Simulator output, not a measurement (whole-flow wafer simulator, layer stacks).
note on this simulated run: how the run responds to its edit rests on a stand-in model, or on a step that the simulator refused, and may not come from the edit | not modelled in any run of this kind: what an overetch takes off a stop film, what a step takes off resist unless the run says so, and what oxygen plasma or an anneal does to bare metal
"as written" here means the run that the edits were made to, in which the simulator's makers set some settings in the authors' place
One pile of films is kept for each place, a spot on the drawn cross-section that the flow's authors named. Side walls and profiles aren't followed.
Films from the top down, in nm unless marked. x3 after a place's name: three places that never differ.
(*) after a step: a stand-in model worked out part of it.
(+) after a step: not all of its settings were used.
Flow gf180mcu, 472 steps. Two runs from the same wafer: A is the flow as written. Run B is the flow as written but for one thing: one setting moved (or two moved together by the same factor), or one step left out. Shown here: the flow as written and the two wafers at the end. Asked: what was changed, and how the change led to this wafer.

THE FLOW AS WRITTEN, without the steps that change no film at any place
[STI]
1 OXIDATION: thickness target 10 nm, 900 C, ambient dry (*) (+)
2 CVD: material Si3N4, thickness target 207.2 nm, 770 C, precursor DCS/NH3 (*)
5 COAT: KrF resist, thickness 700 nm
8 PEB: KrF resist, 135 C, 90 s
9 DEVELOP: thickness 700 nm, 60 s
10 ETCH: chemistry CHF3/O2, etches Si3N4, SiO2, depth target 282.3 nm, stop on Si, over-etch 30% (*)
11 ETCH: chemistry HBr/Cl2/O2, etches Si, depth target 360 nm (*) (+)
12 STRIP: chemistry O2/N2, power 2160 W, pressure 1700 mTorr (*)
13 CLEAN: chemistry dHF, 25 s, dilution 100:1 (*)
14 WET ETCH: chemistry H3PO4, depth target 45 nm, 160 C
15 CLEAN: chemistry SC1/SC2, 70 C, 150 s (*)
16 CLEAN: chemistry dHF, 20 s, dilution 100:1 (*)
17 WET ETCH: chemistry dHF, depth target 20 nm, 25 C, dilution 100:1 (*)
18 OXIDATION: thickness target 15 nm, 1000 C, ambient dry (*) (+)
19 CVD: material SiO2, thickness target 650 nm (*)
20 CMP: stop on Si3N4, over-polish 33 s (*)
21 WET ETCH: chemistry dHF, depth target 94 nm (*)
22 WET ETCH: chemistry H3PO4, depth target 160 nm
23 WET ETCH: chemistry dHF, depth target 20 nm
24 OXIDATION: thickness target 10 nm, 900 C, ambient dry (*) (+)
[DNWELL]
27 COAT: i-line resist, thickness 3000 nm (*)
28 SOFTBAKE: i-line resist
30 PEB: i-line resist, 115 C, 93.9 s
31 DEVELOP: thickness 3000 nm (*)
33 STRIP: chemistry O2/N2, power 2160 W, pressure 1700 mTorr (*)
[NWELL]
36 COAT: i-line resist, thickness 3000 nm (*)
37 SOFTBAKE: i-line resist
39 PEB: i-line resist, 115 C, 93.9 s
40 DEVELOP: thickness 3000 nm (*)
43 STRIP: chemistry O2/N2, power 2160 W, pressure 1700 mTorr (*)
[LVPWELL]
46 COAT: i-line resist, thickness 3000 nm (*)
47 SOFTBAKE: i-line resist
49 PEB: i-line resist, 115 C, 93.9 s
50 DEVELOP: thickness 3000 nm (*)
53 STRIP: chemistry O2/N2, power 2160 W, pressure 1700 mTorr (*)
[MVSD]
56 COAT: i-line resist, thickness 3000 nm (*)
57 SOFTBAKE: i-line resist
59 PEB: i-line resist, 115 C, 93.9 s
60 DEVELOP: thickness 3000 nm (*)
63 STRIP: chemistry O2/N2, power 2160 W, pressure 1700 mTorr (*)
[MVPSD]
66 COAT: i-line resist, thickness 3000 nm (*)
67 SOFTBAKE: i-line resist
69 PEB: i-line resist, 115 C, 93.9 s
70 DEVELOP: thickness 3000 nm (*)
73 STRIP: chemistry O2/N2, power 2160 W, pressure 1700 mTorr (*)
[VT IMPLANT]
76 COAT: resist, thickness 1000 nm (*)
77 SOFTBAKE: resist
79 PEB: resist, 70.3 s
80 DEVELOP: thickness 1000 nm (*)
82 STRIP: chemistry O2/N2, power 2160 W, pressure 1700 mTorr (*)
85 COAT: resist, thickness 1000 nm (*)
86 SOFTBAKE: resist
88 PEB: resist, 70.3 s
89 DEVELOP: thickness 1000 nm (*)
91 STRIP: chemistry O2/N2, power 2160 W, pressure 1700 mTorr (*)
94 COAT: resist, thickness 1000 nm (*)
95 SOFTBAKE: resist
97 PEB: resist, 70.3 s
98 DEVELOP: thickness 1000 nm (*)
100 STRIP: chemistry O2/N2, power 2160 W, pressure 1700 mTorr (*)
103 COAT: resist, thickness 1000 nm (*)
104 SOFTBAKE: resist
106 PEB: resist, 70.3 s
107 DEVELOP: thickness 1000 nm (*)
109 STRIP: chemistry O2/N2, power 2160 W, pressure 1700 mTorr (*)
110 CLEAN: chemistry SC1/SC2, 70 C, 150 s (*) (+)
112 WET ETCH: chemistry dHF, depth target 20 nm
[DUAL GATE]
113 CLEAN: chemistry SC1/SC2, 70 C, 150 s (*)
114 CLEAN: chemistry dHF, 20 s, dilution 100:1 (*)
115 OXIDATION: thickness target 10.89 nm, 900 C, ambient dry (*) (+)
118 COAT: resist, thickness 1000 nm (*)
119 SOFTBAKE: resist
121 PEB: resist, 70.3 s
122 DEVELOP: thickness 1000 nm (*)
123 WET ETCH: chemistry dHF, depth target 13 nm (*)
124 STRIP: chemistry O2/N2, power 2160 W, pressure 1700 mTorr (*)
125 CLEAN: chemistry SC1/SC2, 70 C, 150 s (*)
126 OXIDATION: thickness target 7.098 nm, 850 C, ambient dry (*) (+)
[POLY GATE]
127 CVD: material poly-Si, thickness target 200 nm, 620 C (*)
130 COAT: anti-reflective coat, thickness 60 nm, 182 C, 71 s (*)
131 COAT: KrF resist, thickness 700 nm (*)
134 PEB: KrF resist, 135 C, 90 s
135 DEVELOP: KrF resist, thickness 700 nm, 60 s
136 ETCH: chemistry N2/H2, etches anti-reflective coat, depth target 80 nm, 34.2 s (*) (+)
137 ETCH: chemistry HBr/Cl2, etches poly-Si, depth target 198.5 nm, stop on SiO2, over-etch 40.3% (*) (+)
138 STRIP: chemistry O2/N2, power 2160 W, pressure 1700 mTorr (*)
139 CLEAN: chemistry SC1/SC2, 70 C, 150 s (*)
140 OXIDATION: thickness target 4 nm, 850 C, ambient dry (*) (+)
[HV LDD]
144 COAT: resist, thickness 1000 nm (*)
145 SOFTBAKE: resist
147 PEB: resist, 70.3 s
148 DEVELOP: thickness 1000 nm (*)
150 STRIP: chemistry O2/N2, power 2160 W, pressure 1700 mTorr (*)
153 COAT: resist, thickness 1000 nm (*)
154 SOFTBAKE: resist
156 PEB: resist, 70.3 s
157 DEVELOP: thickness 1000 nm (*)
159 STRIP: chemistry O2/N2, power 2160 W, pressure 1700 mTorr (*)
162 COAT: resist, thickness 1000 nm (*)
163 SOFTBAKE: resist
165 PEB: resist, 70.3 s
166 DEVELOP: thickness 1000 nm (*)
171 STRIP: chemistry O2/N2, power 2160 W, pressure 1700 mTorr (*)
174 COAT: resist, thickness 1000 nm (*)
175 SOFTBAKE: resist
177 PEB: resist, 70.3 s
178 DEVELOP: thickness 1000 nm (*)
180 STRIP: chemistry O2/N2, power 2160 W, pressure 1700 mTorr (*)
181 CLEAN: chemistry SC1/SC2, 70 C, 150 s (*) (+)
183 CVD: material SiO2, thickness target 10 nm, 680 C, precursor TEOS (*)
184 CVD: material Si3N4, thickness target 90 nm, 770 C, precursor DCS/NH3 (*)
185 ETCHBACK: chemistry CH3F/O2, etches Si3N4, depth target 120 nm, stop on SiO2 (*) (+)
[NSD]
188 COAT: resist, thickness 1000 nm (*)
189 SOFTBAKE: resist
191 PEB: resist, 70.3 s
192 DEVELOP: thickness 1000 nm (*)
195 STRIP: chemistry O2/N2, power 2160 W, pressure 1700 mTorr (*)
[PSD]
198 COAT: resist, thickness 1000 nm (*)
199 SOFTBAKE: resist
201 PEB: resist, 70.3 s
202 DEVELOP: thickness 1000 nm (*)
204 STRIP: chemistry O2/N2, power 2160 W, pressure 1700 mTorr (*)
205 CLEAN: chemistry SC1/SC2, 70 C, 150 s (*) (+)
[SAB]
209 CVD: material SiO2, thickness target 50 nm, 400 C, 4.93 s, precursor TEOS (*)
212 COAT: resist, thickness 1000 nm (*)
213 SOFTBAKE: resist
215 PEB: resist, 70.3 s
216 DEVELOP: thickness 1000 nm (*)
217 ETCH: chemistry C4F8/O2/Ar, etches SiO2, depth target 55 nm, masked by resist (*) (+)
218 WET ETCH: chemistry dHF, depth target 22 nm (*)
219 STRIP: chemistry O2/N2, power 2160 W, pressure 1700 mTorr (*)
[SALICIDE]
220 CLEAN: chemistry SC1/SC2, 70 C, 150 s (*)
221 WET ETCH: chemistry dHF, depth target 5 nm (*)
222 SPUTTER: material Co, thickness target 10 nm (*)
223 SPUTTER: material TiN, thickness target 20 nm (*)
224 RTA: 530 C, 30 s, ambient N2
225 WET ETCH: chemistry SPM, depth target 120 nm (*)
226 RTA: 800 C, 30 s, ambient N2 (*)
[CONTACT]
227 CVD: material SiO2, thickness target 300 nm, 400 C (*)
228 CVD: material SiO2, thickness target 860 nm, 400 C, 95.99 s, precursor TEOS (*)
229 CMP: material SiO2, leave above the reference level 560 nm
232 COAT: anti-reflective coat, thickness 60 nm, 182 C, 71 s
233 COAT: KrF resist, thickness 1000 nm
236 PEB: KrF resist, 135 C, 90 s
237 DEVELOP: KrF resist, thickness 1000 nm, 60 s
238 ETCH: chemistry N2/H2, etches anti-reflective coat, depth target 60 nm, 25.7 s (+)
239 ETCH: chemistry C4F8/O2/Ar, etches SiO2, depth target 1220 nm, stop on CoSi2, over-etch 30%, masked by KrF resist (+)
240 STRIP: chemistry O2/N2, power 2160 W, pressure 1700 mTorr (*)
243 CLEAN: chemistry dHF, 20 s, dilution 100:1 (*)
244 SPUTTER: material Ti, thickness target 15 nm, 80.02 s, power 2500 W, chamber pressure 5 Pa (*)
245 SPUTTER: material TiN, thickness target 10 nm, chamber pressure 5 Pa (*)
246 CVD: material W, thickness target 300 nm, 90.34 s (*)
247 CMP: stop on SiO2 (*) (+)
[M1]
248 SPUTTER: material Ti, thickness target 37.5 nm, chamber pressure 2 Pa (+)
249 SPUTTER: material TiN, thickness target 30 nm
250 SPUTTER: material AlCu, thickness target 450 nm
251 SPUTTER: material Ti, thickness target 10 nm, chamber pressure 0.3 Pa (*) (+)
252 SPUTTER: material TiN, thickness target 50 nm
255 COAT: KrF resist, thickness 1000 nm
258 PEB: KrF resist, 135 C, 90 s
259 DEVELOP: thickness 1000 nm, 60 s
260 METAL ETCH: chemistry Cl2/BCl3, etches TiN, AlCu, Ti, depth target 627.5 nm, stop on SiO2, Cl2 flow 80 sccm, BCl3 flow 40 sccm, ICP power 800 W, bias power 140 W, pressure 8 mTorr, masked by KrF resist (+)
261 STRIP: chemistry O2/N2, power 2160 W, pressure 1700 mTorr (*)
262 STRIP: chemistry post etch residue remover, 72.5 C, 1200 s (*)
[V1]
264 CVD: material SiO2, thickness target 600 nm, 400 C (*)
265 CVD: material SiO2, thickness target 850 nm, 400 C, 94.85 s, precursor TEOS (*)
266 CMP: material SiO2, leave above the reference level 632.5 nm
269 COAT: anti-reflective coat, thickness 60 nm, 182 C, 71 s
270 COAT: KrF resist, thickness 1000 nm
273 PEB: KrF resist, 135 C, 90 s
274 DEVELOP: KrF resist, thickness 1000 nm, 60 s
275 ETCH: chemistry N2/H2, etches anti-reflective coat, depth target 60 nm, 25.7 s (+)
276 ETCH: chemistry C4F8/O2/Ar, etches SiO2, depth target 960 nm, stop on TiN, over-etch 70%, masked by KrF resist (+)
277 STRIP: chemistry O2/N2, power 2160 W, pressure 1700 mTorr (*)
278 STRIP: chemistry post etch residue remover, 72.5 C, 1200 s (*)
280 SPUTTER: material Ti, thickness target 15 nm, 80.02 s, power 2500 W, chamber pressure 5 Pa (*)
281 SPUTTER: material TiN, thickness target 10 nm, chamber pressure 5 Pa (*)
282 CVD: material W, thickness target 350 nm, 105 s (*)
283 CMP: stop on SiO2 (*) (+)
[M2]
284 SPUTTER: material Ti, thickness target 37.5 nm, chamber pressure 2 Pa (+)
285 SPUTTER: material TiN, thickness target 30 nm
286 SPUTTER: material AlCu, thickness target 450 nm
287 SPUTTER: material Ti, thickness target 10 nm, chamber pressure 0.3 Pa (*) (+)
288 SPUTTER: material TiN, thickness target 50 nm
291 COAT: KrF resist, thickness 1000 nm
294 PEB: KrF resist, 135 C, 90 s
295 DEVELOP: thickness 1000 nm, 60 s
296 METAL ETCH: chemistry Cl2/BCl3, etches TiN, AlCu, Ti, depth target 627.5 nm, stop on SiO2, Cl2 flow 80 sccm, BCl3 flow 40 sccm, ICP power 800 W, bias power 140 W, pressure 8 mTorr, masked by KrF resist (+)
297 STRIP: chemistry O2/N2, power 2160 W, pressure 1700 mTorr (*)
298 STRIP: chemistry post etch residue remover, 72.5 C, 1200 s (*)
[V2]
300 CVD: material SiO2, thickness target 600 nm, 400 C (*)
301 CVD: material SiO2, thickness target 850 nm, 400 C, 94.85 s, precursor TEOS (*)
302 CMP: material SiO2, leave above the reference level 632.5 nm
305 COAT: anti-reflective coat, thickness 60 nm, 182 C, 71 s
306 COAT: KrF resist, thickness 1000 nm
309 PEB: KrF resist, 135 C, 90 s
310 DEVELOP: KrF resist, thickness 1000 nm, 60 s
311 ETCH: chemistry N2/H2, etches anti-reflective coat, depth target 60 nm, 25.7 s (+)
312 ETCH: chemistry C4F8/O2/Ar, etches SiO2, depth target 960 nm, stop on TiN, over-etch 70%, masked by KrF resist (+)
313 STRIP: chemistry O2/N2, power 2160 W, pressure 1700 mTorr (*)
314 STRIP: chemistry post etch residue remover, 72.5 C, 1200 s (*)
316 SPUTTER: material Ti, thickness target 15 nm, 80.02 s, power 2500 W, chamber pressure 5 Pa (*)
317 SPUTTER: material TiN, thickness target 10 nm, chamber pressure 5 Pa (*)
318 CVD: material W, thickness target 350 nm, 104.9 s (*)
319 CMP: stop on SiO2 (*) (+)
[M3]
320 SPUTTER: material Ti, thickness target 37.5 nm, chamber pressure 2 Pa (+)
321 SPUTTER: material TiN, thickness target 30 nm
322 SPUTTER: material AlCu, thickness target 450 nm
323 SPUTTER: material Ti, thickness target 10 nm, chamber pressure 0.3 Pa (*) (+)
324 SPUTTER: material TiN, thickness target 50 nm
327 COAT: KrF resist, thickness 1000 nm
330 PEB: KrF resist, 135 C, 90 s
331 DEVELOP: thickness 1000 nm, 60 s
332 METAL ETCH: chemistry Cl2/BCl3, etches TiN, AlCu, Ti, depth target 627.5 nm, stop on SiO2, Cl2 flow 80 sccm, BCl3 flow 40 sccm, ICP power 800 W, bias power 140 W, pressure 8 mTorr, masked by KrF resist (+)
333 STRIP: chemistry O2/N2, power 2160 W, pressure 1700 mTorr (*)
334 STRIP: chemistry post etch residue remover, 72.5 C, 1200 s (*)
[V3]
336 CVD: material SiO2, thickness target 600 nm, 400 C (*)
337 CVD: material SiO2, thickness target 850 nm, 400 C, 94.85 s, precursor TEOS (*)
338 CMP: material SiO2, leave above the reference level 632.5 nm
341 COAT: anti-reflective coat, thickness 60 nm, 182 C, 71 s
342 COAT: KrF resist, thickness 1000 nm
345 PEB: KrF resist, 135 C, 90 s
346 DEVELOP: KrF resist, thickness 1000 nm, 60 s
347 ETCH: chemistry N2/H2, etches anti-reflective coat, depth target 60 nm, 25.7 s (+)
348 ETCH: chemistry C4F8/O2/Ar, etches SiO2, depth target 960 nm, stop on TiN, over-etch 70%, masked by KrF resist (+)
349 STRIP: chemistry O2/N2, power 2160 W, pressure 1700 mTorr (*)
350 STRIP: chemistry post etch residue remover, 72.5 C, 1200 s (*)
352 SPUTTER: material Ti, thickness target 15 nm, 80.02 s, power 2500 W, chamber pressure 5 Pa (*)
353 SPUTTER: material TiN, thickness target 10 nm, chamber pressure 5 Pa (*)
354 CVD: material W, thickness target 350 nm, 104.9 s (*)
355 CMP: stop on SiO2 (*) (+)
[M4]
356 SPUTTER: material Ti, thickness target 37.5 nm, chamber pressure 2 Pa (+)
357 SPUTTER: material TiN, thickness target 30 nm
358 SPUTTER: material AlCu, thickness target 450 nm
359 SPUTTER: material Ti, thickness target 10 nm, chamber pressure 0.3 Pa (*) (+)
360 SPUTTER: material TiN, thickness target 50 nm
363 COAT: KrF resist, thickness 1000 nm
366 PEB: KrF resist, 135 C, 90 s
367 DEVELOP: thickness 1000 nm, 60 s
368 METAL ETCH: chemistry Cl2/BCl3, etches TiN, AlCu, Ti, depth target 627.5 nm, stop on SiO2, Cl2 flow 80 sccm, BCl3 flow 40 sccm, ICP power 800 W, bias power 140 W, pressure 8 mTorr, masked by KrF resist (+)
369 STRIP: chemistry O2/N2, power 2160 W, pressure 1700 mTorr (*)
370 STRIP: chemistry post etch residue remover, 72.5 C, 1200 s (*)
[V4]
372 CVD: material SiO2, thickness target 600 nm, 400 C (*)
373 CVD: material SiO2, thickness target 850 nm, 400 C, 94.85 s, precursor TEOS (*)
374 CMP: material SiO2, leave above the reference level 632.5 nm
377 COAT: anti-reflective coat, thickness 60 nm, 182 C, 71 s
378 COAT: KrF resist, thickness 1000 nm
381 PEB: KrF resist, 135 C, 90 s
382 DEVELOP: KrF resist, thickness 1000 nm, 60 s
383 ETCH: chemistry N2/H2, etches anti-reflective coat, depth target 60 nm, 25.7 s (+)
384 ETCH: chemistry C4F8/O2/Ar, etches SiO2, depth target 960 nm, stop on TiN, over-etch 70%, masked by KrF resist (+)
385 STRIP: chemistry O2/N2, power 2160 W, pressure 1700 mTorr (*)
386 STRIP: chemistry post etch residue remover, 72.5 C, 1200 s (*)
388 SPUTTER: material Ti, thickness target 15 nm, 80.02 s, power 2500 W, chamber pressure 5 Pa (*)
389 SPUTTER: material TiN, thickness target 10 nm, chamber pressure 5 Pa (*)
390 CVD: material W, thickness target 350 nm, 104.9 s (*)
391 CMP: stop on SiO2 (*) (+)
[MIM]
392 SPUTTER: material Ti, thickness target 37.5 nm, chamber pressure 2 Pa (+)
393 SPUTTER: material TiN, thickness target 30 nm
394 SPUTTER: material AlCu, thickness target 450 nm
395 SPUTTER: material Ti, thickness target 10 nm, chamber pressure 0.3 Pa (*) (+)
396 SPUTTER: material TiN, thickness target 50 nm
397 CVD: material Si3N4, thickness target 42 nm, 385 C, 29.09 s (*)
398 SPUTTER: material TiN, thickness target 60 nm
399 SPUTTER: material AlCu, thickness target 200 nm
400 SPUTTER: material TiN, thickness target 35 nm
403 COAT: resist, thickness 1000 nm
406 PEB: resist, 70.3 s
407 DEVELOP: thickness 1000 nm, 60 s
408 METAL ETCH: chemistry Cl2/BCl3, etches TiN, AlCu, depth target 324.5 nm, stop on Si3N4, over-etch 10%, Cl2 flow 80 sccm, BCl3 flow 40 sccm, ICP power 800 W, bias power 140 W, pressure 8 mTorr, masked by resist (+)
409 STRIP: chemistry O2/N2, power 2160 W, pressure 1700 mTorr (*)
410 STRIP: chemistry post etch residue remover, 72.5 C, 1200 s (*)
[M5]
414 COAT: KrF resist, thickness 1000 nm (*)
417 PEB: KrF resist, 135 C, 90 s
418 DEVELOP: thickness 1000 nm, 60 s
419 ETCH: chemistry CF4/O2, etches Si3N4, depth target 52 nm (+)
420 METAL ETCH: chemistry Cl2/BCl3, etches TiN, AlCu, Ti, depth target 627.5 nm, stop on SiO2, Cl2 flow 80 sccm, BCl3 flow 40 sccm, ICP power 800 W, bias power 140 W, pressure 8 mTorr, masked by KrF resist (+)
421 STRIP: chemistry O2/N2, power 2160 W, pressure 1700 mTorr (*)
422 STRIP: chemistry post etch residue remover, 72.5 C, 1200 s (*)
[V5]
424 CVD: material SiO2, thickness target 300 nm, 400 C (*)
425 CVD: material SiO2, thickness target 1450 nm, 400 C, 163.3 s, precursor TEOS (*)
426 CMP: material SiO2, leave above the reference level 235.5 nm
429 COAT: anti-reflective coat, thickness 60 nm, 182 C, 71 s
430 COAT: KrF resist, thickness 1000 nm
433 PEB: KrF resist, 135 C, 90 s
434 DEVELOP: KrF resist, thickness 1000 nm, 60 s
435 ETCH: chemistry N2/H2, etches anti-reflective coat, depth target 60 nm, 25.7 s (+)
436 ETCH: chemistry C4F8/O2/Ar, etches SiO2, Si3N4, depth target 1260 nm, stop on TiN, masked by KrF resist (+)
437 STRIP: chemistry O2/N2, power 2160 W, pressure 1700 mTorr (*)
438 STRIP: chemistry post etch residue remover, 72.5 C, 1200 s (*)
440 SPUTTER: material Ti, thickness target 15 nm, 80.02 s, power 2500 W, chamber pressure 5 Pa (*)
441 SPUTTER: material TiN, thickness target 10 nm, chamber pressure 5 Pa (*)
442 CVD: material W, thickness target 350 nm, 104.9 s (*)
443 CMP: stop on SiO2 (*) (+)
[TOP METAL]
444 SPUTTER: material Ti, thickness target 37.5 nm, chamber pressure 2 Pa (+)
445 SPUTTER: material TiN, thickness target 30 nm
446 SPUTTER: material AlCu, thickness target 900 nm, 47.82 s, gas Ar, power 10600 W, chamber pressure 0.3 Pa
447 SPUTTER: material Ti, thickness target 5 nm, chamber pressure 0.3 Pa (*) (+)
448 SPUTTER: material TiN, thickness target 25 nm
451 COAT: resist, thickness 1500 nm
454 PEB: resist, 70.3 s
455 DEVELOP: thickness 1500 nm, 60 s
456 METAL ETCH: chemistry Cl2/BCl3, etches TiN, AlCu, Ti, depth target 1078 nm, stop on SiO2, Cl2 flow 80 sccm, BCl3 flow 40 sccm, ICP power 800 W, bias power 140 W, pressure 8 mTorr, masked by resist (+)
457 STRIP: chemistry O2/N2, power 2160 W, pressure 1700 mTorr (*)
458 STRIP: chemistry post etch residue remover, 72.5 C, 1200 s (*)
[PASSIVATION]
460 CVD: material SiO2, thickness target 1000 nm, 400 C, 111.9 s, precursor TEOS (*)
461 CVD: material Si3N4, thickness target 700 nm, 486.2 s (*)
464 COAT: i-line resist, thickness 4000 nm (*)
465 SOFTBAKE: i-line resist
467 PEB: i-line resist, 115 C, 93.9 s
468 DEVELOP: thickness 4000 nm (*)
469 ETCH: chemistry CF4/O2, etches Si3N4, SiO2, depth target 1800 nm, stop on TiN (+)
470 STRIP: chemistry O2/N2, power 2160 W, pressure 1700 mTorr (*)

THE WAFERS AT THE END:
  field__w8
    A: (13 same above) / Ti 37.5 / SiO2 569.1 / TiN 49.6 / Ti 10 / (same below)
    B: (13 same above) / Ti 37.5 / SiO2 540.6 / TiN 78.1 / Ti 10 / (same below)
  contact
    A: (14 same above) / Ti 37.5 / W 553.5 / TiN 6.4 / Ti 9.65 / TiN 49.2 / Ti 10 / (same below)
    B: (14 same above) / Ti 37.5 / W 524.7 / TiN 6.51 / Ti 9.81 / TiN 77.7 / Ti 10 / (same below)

The cause: step 360, SPUTTER: thickness target 78.5 nm was run, where the flow has thickness target 50 nm.

How the change led to this, step by step:
  360 SPUTTER: material TiN, thickness target 50 nm
      field, field__w1, field__w2 and 108 more: A TiN +50 (new film) | B TiN +78.5 (new film)
  368 METAL ETCH: chemistry Cl2/BCl3, etches TiN, AlCu, Ti, depth target 627.5 nm, stop on SiO2, Cl2 flow 80 sccm, BCl3 flow 40 sccm, ICP power 800 W, bias power 140 W, pressure 8 mTorr, masked by KrF resist (+)
      field, field__w1, field__w2 and 103 more: A TiN -50 (all of it), Ti -10 (all of it), AlCu -450 (all of it), TiN -30 (all of it), Ti -37.5 (all of it) | B TiN -78.5 (all of it), Ti -10 (all of it), AlCu -450 (all of it), TiN -30 (all of it), Ti -37.5 (all of it)
  374 CMP: material SiO2, leave above the reference level 632.5 nm
      field__w8, contact, m1, m1__w1, m1_nw: A SiO2 -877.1 | B SiO2 -905.6
  384 ETCH: chemistry C4F8/O2/Ar, etches SiO2, depth target 960 nm, stop on TiN, over-etch 70%, masked by KrF resist (+)
      field, field__w1, field__w2 and 107 more: A KrF resist -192 | B KrF resist -184.9
      contact: A SiO2 -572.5 (all of it) | B SiO2 -544 (all of it)
  390 CVD: material W, thickness target 350 nm, 104.9 s (*)
      contact: A W +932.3 (new film) | B W +903.5 (new film)
